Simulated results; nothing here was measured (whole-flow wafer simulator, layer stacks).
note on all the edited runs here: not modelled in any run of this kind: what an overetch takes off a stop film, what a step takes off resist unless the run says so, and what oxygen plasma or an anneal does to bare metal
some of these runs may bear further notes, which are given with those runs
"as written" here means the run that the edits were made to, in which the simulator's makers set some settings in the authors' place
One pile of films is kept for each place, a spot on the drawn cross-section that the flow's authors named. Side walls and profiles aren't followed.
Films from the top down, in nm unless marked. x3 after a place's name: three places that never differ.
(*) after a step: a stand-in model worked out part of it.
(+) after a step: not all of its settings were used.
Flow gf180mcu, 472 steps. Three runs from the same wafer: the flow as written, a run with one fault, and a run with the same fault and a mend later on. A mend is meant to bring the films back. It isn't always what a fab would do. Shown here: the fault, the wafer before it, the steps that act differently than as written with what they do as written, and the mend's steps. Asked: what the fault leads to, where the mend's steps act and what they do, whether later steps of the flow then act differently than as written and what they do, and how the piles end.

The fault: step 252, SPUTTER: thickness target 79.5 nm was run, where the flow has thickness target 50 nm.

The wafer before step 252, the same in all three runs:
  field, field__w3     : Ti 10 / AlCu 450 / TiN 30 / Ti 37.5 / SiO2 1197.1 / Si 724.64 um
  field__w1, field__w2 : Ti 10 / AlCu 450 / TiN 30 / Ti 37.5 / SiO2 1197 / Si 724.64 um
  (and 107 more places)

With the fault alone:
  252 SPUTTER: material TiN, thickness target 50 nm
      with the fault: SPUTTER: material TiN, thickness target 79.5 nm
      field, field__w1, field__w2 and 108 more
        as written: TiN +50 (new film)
        with the fault: TiN +79.5 (new film)
  Later steps of the flow that act differently than as written (3 more steps differ only slightly, by at most 2% or 0.5 nm, whichever is larger, and aren't shown):
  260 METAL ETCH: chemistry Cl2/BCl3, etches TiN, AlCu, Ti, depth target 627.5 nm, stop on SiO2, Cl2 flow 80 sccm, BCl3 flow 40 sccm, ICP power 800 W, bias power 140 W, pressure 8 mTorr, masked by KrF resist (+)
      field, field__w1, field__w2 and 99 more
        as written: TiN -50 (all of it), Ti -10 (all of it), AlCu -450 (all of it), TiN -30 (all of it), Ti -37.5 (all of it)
        with the fault: TiN -79.5 (all of it), Ti -10 (all of it), AlCu -450 (all of it), TiN -30 (all of it), Ti -37.5 (all of it)
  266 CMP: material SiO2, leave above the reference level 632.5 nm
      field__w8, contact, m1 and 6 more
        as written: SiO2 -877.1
        with the fault: SiO2 -906.6
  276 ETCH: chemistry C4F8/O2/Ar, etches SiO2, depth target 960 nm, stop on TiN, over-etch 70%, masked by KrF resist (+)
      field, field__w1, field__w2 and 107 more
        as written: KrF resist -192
        with the fault: KrF resist -184.6
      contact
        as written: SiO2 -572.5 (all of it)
        with the fault: SiO2 -543 (all of it)
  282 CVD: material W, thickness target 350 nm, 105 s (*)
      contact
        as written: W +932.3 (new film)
        with the fault: W +902.5 (new film)
  At the end the piles differ from the flow's by more than 2% or 0.5 nm, whichever is larger, at field__w8, contact, m1 and 6 more.
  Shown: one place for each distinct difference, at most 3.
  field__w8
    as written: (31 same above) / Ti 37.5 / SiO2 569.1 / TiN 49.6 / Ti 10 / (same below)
    with the fault: (31 same above) / Ti 37.5 / SiO2 539.6 / TiN 79.1 / Ti 10 / (same below)
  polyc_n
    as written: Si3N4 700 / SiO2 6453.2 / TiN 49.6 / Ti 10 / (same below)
    with the fault: Si3N4 700 / SiO2 6423.7 / TiN 79.1 / Ti 10 / (same below)
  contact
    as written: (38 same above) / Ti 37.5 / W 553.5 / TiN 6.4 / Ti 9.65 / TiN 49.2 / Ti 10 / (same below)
    with the fault: (38 same above) / Ti 37.5 / W 523.7 / TiN 6.51 / Ti 9.82 / TiN 78.7 / Ti 10 / (same below)

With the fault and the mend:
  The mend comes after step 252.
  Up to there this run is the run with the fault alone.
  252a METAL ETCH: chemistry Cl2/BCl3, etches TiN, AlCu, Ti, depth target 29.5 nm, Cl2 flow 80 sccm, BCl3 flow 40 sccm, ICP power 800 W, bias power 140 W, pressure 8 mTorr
      field, field__w1, field__w2 and 108 more
        TiN -29.5
  No later step of the flow acts differently than as written at any place that is followed.
  At the end the piles are the same as the flow's at every place that both follow.
